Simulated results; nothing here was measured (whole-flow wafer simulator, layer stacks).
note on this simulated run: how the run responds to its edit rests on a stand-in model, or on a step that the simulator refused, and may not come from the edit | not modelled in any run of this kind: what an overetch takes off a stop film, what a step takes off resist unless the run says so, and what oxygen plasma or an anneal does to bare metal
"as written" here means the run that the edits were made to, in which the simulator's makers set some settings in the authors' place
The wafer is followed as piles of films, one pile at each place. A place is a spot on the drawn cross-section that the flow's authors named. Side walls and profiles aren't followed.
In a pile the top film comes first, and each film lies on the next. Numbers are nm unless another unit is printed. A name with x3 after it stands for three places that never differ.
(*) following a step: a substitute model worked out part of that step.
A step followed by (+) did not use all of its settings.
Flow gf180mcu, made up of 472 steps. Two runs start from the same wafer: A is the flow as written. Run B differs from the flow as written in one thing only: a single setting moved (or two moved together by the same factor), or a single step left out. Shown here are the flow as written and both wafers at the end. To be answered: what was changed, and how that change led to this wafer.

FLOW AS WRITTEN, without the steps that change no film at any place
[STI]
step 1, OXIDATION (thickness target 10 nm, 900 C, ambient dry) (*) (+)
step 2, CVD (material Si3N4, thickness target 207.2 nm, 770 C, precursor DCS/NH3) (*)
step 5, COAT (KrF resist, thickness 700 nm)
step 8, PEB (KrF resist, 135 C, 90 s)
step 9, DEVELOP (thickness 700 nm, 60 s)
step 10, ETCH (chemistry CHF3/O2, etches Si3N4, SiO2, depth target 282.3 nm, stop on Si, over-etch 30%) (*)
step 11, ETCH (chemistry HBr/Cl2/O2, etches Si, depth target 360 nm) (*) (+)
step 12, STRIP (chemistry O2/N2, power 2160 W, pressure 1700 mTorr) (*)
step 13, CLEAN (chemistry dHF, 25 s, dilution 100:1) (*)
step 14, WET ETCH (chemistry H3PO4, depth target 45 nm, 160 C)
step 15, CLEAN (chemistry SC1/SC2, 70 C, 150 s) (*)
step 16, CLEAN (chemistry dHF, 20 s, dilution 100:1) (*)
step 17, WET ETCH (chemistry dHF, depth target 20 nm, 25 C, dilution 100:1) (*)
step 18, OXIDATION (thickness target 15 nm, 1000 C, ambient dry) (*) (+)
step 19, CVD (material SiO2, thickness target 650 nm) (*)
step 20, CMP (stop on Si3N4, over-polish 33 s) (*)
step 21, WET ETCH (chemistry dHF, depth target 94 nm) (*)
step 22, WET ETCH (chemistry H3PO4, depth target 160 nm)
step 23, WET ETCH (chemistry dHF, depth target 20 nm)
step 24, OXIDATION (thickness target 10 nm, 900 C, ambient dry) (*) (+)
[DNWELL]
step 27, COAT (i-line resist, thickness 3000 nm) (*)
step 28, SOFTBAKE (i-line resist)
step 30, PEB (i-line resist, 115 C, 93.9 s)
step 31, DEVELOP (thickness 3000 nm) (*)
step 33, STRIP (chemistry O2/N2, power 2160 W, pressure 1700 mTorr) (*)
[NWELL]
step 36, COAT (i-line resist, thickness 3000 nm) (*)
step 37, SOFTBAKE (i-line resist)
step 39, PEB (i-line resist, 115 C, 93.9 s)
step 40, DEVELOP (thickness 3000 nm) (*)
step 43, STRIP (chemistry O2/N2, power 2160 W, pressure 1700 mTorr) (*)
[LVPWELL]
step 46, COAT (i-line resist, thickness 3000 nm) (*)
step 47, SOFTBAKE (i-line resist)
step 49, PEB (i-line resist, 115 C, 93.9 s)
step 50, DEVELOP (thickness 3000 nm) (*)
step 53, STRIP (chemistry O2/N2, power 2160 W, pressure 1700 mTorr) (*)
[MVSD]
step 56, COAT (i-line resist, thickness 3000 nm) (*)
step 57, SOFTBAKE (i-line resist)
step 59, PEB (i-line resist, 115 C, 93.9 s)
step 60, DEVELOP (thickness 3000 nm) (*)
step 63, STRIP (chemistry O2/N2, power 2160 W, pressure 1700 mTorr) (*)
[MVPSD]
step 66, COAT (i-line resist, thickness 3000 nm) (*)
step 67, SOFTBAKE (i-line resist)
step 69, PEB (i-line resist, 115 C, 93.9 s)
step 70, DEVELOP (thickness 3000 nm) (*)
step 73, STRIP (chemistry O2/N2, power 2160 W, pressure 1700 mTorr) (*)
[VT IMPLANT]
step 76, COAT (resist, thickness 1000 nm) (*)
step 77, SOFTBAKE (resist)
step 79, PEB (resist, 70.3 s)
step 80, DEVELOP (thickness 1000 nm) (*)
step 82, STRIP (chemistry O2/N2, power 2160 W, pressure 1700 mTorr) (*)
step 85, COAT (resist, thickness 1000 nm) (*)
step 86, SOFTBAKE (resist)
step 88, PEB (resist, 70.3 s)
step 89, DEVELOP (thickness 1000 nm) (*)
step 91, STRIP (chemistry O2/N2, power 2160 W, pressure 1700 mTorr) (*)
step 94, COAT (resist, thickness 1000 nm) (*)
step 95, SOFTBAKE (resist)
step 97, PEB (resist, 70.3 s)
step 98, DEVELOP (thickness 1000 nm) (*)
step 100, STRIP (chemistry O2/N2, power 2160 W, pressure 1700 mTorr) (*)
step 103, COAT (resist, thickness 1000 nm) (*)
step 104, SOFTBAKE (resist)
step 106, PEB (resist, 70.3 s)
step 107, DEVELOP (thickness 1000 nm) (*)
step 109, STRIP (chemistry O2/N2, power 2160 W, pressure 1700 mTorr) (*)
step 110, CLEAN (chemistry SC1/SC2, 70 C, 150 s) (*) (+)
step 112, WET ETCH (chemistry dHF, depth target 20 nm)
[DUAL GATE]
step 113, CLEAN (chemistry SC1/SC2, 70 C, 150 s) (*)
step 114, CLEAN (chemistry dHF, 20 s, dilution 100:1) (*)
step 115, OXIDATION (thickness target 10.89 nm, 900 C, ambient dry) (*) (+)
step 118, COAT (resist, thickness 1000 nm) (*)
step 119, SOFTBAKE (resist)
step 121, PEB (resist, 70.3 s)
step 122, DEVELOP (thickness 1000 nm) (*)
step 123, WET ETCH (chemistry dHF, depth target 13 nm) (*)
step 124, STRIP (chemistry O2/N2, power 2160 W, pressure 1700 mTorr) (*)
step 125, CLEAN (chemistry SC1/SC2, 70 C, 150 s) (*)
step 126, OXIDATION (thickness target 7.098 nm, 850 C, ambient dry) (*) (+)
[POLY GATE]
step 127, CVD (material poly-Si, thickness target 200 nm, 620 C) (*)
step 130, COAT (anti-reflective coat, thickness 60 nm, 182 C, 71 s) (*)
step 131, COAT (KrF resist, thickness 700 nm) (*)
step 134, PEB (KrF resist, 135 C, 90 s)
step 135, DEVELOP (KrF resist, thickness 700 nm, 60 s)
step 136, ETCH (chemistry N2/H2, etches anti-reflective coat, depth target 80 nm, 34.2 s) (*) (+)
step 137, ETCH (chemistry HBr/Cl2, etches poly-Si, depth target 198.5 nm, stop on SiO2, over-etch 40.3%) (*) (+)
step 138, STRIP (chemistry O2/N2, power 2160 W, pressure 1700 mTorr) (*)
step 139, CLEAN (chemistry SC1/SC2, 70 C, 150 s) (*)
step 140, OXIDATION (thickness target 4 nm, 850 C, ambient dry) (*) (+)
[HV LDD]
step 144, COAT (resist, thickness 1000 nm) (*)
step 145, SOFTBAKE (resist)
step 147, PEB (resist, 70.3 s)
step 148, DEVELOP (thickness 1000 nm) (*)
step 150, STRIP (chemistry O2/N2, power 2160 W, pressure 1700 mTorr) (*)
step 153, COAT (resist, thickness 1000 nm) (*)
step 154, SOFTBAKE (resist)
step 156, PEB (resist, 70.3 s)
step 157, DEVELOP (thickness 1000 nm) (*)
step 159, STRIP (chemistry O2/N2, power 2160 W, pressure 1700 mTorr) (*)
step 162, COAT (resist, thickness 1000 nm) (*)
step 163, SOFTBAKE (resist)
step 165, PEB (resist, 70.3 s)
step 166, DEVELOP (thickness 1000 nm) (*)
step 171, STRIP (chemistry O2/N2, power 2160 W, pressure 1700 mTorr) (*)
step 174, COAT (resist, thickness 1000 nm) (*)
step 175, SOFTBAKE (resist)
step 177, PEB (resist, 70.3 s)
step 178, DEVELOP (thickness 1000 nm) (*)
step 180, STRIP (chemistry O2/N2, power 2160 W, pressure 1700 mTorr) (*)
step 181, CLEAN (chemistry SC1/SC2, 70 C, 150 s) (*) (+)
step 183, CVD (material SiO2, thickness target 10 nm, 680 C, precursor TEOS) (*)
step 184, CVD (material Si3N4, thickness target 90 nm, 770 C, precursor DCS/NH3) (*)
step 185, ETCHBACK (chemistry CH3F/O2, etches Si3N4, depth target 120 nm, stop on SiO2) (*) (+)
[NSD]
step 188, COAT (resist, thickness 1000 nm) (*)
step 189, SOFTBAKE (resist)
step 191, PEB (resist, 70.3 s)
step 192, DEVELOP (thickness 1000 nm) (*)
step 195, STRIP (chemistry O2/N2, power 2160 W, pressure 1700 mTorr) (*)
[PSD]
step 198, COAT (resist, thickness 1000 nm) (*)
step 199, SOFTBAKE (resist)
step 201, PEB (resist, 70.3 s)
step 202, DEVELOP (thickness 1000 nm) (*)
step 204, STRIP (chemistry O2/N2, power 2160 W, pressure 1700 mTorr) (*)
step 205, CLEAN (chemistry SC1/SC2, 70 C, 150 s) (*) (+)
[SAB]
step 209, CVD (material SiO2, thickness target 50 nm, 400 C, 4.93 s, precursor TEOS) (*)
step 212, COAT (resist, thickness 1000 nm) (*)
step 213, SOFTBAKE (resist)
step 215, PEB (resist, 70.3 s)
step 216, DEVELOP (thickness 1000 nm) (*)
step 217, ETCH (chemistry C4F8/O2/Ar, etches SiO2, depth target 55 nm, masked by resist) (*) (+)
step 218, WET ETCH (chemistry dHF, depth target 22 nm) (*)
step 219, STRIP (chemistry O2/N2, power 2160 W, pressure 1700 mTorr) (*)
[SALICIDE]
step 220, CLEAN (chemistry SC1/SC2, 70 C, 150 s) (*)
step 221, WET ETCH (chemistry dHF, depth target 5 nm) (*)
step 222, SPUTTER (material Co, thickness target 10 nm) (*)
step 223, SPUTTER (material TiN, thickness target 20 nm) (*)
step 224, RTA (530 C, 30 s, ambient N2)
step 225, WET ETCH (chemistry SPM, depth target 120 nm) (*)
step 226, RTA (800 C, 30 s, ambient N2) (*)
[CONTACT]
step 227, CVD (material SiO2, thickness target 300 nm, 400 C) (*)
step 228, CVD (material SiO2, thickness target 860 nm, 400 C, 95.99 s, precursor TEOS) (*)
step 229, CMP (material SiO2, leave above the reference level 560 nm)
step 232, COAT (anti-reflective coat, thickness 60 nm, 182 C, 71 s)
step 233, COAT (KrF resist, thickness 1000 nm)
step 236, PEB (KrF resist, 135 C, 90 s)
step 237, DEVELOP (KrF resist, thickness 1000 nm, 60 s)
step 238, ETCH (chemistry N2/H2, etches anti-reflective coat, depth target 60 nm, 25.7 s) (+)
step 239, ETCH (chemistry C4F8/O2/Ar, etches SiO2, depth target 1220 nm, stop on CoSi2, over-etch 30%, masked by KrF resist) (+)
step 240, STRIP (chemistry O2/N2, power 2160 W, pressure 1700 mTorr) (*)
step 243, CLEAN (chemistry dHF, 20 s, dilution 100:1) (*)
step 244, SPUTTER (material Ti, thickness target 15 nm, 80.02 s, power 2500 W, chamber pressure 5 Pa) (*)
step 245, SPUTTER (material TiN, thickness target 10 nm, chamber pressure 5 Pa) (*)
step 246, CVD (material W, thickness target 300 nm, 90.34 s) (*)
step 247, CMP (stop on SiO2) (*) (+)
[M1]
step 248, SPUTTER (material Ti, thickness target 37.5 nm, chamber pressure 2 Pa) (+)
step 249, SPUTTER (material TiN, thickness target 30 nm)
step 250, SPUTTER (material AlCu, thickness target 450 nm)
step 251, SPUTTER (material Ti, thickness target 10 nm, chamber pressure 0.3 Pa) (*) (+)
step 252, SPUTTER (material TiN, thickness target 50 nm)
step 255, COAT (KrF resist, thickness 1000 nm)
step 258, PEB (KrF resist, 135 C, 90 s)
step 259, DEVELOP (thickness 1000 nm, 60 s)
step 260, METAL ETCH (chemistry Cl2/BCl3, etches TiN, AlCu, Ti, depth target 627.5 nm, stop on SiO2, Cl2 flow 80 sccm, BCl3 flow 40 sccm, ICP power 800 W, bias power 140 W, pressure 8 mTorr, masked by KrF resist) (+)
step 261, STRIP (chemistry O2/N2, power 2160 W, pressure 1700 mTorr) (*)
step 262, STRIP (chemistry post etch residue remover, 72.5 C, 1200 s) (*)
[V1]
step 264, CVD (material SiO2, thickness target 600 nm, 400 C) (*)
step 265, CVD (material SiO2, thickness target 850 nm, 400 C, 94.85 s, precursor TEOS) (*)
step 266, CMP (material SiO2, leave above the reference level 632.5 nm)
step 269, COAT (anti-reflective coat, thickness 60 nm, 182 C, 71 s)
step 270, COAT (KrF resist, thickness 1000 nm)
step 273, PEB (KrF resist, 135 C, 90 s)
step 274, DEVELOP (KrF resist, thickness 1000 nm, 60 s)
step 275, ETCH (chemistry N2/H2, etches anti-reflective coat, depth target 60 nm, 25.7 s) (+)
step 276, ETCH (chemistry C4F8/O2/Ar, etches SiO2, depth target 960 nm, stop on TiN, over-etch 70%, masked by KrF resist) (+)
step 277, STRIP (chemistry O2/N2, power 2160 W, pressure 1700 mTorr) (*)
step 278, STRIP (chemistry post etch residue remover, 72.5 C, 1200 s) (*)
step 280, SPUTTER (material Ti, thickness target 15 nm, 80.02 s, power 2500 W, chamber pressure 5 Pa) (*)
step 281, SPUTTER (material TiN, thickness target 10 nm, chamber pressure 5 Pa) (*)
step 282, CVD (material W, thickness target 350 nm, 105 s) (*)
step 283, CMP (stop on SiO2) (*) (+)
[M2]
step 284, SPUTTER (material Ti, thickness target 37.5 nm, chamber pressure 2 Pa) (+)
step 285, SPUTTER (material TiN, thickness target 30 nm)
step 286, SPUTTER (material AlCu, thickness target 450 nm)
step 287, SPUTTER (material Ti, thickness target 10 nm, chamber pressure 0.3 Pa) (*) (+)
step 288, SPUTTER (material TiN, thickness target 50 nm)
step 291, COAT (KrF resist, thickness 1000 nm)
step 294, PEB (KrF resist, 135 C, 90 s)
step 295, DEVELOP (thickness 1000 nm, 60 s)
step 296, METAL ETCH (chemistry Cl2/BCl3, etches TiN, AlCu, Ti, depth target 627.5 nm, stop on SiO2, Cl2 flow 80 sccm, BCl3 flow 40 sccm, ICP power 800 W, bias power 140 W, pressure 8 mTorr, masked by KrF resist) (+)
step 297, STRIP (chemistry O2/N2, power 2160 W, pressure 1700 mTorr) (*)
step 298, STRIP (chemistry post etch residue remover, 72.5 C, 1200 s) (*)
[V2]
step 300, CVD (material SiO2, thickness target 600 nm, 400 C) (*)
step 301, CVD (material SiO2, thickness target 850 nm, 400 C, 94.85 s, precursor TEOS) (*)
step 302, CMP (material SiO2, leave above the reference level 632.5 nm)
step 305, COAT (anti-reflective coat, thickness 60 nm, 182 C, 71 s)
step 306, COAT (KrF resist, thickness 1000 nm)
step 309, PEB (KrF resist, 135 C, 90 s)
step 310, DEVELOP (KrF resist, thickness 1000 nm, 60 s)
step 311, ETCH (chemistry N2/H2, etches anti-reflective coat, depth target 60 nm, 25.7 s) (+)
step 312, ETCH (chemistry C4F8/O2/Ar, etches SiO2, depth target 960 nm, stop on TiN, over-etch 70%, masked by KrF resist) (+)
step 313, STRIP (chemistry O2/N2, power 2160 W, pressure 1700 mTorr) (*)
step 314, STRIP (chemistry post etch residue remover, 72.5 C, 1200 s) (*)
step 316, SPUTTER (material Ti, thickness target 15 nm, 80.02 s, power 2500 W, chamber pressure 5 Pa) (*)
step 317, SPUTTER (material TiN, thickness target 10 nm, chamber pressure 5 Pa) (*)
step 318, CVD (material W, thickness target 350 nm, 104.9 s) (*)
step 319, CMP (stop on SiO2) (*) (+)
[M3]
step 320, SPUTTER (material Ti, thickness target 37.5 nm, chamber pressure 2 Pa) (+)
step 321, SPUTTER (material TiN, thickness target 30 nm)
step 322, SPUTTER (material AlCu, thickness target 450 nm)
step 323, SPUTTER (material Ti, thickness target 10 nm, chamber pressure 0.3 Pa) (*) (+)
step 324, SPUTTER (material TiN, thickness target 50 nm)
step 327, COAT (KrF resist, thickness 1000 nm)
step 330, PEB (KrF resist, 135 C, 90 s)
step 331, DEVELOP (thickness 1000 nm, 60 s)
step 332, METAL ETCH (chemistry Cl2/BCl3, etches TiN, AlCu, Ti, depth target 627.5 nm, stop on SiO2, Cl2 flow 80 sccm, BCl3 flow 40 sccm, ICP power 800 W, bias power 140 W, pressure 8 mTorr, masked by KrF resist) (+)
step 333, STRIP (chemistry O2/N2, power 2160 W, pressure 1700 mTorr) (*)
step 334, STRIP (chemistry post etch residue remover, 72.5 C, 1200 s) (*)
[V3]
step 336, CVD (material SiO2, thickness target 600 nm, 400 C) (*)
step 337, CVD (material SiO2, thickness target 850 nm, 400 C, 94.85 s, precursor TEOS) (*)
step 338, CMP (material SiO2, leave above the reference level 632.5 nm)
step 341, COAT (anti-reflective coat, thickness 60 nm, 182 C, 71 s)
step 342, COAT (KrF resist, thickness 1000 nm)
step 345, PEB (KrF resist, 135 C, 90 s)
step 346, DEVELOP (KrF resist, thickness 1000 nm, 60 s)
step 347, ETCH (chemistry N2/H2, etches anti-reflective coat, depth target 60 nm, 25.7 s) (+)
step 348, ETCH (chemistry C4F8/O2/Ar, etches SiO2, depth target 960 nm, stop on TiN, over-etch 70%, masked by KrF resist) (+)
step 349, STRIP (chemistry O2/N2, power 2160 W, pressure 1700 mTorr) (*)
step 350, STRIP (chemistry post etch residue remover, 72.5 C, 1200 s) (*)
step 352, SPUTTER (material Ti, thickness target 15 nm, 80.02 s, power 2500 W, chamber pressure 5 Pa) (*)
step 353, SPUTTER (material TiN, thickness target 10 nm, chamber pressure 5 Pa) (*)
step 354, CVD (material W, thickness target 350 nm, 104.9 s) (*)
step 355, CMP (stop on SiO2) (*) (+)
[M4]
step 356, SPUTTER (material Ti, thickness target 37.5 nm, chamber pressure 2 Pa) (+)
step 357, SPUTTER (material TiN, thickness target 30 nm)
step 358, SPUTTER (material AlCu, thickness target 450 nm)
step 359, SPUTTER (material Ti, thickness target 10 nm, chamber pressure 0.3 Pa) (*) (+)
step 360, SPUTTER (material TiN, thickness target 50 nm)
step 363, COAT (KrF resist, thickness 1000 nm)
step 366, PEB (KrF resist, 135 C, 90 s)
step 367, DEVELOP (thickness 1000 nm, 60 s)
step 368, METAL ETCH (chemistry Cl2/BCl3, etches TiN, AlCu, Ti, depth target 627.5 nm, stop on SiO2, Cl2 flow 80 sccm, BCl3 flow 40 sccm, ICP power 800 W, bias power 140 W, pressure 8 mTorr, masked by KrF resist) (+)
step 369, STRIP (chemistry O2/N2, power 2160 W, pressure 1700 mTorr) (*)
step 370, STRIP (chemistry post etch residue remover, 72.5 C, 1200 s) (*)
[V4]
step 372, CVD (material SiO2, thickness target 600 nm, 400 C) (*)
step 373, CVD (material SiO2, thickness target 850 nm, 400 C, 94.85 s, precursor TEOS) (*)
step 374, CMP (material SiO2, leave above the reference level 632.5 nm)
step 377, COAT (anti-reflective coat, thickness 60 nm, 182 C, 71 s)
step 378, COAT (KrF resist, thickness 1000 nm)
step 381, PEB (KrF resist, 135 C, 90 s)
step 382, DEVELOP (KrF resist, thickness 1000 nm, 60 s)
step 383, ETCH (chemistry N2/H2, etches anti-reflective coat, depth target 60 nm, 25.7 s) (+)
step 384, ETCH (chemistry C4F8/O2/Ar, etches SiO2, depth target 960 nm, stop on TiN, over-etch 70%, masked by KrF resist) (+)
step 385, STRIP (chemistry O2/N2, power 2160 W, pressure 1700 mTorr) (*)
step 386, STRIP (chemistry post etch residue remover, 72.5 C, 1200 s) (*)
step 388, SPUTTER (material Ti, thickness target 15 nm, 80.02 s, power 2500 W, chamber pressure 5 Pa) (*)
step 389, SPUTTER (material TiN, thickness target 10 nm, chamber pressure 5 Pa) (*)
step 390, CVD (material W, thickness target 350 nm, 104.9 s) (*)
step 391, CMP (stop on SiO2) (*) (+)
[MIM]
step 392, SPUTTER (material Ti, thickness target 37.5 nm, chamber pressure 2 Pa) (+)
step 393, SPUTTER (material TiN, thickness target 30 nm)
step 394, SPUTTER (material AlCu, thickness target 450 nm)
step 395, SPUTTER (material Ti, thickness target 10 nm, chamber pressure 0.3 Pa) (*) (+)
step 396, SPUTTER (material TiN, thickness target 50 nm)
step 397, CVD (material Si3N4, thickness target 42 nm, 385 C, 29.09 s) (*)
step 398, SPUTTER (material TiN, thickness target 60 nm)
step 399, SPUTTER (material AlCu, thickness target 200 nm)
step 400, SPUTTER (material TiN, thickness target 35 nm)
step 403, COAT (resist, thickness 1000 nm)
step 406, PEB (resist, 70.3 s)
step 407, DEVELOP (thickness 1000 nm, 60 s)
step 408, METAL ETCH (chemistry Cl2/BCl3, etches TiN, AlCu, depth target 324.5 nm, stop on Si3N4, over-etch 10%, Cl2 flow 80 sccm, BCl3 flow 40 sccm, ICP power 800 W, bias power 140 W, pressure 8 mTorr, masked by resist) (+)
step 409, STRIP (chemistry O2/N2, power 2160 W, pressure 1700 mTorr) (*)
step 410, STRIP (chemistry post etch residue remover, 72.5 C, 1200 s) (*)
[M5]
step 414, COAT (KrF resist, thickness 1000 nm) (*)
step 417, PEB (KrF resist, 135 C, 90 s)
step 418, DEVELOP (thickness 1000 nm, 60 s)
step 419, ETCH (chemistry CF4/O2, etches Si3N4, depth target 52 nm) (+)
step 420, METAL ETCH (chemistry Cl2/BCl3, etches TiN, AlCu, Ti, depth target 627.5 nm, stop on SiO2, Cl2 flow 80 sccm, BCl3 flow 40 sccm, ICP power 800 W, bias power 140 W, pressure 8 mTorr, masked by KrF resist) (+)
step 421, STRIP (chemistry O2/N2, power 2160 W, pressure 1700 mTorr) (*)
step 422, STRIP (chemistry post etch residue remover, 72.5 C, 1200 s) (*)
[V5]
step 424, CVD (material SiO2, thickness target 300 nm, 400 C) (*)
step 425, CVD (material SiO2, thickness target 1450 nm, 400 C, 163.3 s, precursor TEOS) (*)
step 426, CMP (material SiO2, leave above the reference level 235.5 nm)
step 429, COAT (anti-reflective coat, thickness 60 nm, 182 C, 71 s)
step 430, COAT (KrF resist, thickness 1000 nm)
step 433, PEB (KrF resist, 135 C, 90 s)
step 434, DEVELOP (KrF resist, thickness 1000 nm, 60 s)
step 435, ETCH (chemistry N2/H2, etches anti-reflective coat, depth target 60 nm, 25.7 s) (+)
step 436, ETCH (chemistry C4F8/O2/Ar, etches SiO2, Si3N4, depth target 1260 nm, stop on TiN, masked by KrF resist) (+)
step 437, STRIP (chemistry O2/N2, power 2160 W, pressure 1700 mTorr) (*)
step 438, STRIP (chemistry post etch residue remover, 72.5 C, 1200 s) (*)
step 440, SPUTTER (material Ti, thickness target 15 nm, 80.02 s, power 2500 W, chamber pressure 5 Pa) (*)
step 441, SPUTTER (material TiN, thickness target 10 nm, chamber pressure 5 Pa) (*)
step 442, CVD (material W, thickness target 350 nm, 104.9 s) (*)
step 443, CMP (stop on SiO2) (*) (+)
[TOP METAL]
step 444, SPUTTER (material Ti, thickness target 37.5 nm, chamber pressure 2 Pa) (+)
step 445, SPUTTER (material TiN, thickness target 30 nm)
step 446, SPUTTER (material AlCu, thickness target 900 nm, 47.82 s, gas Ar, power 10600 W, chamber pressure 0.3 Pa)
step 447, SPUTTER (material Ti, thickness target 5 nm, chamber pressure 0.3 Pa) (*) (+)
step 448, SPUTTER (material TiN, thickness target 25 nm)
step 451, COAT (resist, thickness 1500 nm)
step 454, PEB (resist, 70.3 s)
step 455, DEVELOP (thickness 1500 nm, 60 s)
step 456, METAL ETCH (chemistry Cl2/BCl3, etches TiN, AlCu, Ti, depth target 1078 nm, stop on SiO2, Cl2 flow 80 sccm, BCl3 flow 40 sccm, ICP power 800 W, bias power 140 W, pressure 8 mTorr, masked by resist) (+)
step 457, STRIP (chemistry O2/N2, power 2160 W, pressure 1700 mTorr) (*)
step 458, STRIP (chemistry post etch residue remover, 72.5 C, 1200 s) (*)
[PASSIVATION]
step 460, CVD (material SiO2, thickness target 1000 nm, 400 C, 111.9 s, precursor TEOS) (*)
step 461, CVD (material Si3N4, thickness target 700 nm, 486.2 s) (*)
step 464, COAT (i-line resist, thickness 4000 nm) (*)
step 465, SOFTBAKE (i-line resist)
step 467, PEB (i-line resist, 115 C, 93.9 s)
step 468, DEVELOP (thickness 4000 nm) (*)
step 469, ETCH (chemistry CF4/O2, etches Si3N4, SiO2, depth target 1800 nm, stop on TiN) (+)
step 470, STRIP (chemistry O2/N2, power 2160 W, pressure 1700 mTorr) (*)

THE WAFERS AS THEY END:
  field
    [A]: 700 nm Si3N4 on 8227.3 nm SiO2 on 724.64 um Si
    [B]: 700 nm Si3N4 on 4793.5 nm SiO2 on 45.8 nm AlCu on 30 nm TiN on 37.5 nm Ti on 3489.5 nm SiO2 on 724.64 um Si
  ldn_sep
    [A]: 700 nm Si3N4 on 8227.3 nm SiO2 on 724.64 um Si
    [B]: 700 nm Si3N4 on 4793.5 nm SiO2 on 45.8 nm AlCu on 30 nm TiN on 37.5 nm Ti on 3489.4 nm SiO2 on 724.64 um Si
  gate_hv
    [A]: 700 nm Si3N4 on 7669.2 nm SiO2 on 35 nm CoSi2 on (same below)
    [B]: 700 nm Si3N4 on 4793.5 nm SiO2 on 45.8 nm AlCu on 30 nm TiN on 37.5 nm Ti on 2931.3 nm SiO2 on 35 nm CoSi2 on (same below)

What caused this: step 322, SPUTTER: thickness target 619 nm was run, whereas the flow has thickness target 450 nm.

How this came from the change, step by step:
  step 322, SPUTTER (material AlCu, thickness target 450 nm)
      field, field__w1, field__w2 and 108 more: A +450 AlCu (new film) | B +619 AlCu (new film)
  step 332, METAL ETCH (chemistry Cl2/BCl3, etches TiN, AlCu, Ti, depth target 627.5 nm, stop on SiO2, Cl2 flow 80 sccm, BCl3 flow 40 sccm, ICP power 800 W, bias power 140 W, pressure 8 mTorr, masked by KrF resist) (+)
      field, field__w1, field__w2 and 103 more: A -50 TiN (all of it), -10 Ti (all of it), -450 AlCu (all of it), -30 TiN (all of it), -37.5 Ti (all of it) | B -50 TiN (all of it), -10 Ti (all of it), -567.5 AlCu
  step 334, STRIP (chemistry post etch residue remover, 72.5 C, 1200 s) (*)
      field, field__w1, field__w2 and 103 more: A nothing | B -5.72 AlCu
  step 336, CVD (material SiO2, thickness target 600 nm, 400 C) (*)
      field, field__w1, field__w2 and 103 more: A +600 SiO2 | B +600 SiO2 (new film)
  step 338, CMP (material SiO2, leave above the reference level 632.5 nm)
      field, field__w1, field__w2 and 103 more: A -300 SiO2 | B -244.3 SiO2
Taking metal films that touch as one body, field has 1 body; the flow as written gives 0 bodies.
Taking metal films that touch as one body, ldn_sep has 1 body; the flow as written gives 0 bodies.
Taking metal films that touch as one body, gate_hv has 2 bodies (between them, from the top down: SiO2 2931.3); the flow as written gives 1 body.
